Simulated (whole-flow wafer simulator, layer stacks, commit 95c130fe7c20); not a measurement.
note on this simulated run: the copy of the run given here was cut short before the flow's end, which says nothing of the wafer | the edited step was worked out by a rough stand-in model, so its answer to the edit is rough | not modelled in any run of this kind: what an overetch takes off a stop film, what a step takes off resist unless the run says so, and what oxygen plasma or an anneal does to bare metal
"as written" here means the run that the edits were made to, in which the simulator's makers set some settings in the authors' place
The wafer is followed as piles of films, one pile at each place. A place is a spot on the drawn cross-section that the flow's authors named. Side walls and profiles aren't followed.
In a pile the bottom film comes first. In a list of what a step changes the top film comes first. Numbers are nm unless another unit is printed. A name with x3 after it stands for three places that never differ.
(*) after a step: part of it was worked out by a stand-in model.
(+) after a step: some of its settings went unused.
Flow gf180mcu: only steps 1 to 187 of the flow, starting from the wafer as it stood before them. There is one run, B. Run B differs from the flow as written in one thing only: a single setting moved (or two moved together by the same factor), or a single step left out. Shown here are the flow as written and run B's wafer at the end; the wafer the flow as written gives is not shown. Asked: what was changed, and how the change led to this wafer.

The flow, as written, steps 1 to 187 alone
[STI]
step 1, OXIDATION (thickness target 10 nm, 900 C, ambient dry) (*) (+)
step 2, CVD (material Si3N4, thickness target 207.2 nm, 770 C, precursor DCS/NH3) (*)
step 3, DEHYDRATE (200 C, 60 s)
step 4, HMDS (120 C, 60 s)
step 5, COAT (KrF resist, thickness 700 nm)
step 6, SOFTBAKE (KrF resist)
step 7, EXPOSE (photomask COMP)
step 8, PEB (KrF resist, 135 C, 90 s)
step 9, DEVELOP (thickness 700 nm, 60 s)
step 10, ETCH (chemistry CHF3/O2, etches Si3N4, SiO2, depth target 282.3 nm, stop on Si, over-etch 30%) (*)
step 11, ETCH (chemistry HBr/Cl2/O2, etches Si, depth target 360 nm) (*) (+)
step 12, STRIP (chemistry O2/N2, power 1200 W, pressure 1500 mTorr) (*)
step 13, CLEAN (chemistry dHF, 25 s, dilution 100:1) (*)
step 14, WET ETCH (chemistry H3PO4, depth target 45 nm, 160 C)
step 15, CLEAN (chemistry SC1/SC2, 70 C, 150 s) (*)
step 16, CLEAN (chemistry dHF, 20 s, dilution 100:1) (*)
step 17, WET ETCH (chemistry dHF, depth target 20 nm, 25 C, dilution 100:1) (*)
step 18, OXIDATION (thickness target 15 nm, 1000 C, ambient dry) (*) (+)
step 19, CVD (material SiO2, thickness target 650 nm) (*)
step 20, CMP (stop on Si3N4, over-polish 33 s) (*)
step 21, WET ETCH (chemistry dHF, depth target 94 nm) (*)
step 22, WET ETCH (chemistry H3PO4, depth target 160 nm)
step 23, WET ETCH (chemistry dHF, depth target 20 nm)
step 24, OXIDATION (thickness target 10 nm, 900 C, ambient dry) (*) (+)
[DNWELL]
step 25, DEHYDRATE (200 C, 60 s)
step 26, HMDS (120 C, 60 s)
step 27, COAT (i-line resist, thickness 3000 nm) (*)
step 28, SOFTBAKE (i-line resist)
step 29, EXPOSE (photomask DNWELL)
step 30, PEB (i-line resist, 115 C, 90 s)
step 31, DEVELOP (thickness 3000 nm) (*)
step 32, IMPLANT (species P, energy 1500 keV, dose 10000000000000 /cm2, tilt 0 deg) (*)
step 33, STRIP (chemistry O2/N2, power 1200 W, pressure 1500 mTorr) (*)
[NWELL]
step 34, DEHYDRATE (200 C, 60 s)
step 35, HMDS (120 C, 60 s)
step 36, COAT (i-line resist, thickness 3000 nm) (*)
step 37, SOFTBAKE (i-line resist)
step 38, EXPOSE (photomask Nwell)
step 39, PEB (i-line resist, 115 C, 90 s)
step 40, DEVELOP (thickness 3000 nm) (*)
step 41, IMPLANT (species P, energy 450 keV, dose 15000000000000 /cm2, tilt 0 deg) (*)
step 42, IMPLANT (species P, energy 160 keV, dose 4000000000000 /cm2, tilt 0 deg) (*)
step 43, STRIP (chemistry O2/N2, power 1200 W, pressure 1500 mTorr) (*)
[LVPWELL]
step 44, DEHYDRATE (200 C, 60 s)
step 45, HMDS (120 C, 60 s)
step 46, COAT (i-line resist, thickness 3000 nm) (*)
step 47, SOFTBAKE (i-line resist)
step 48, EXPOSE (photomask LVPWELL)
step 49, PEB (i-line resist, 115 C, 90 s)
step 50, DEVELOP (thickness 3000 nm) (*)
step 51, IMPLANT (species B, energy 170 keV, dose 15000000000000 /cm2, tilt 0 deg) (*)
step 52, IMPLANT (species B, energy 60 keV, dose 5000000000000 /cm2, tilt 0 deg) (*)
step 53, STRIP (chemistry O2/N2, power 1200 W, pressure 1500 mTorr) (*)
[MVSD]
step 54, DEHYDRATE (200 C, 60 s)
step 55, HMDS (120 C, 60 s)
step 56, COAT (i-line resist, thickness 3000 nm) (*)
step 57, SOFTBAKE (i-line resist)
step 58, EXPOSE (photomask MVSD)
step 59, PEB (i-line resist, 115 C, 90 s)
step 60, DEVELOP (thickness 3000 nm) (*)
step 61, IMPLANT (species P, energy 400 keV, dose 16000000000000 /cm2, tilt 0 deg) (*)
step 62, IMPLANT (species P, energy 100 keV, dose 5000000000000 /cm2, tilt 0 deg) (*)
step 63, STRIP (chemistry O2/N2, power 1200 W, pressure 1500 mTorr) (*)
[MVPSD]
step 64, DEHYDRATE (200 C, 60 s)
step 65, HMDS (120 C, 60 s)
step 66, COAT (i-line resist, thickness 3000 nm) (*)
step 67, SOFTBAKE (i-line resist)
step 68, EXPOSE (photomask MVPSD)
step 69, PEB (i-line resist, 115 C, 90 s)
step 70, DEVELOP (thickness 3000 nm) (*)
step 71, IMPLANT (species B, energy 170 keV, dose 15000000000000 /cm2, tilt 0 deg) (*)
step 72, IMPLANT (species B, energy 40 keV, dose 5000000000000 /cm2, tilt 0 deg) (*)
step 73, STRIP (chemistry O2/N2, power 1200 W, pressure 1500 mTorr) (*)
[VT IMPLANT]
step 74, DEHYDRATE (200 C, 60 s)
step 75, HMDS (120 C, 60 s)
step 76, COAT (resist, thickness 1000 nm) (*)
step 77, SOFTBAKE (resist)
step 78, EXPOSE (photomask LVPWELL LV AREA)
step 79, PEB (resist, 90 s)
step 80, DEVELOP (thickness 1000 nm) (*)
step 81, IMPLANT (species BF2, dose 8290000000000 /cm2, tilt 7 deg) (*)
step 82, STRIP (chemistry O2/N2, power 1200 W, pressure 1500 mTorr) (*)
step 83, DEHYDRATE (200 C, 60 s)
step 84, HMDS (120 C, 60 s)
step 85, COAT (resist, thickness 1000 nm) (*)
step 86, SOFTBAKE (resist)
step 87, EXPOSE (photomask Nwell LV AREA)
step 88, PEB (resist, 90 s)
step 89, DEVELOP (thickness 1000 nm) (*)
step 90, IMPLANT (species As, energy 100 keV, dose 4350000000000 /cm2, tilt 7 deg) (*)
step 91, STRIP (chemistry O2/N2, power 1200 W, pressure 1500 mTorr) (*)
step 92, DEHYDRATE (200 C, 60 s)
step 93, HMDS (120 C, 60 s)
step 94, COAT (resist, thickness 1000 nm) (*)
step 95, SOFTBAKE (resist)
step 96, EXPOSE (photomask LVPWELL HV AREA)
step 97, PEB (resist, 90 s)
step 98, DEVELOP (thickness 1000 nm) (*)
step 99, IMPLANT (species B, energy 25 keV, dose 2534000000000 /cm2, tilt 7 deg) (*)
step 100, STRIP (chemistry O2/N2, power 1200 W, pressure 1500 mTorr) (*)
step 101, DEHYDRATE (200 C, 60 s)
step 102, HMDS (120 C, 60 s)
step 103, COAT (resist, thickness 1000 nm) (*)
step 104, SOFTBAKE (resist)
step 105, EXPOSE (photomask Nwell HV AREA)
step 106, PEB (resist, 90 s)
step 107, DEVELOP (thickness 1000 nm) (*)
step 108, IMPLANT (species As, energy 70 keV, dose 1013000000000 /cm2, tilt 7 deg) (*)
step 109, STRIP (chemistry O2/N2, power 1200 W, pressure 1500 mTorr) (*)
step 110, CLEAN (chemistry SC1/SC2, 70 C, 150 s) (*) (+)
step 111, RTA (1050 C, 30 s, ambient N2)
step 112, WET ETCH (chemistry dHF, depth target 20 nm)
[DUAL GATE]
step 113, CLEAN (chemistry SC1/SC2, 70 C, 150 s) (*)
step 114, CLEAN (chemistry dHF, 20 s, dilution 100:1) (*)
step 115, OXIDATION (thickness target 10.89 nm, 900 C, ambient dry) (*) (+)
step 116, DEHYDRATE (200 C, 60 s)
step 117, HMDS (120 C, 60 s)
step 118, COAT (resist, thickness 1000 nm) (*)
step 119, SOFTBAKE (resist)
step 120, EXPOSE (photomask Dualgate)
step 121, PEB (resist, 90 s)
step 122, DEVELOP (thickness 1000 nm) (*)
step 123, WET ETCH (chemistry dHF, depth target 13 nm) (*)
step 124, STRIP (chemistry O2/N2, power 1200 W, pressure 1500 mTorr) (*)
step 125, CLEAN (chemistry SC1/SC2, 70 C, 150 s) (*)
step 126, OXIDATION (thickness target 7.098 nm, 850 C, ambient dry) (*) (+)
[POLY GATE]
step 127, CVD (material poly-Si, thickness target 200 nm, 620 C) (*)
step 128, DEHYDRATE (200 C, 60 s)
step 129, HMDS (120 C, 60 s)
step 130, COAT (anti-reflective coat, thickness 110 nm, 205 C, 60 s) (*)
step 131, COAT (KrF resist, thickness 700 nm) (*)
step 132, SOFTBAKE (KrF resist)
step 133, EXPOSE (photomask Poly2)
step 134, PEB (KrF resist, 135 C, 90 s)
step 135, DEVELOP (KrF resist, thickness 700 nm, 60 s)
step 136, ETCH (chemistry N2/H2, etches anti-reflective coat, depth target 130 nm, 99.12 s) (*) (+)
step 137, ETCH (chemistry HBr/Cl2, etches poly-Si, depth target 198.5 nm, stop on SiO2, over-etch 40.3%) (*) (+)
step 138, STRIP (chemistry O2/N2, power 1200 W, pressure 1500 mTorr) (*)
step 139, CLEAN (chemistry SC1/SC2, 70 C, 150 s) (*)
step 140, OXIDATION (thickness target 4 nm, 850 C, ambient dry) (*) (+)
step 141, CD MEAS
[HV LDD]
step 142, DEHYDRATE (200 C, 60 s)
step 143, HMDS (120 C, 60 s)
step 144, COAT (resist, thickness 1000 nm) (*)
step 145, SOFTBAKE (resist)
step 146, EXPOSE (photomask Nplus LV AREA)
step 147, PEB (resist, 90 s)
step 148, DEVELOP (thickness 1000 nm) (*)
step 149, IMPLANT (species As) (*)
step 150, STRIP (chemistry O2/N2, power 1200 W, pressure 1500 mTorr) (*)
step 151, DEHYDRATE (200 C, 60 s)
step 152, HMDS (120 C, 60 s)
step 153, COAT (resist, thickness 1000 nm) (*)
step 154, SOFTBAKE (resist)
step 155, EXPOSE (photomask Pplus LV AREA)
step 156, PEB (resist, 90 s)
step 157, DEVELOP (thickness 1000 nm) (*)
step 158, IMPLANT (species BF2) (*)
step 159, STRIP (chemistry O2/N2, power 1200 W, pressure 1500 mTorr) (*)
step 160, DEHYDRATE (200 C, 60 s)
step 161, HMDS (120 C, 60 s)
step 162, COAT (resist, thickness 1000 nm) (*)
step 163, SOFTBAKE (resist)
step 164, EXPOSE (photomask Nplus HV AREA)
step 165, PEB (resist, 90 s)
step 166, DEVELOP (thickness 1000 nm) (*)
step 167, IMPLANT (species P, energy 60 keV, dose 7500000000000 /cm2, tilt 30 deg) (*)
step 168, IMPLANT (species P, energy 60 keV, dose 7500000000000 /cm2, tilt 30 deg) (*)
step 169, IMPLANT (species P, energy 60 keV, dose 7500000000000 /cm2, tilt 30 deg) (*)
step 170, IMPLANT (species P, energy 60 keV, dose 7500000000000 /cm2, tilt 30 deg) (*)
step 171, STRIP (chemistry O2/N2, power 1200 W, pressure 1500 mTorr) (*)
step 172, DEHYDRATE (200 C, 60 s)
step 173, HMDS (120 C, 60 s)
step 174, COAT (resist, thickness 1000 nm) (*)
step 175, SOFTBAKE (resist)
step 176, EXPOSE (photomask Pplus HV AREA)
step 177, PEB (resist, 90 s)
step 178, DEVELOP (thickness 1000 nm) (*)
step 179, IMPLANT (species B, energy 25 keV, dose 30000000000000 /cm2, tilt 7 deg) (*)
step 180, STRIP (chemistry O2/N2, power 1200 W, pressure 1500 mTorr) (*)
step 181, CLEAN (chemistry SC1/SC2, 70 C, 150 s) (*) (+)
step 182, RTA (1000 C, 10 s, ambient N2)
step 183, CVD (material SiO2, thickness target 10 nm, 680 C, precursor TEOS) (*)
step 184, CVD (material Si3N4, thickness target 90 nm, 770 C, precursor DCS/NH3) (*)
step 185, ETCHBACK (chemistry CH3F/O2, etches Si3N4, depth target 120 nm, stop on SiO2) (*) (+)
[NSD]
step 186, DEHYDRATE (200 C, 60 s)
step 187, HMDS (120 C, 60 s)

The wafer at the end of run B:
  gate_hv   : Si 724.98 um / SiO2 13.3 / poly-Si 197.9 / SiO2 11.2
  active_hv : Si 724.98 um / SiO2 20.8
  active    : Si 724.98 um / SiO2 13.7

The reason: step 126, OXIDATION: thickness target 5.996 nm was run, whereas the flow has thickness target 7.098 nm.

The path from the change to this, step by step:
  step 126, OXIDATION (thickness target 7.098 nm, 850 C, ambient dry) (*) (+)
      gate_hv, active_hv, active_nat and 25 more: SiO2 gains 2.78, Si loses 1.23 (it would be, as written: SiO2 gains 3.72, Si loses 1.64)
      active, n_well, p_well and 12 more: SiO2 gains 6 (new film), chemical SiO2 loses 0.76 (all of it), Si loses 2.3 (it would be, as written: SiO2 gains 7.1 (new film), chemical SiO2 loses 0.76 (all of it), Si loses 2.79)
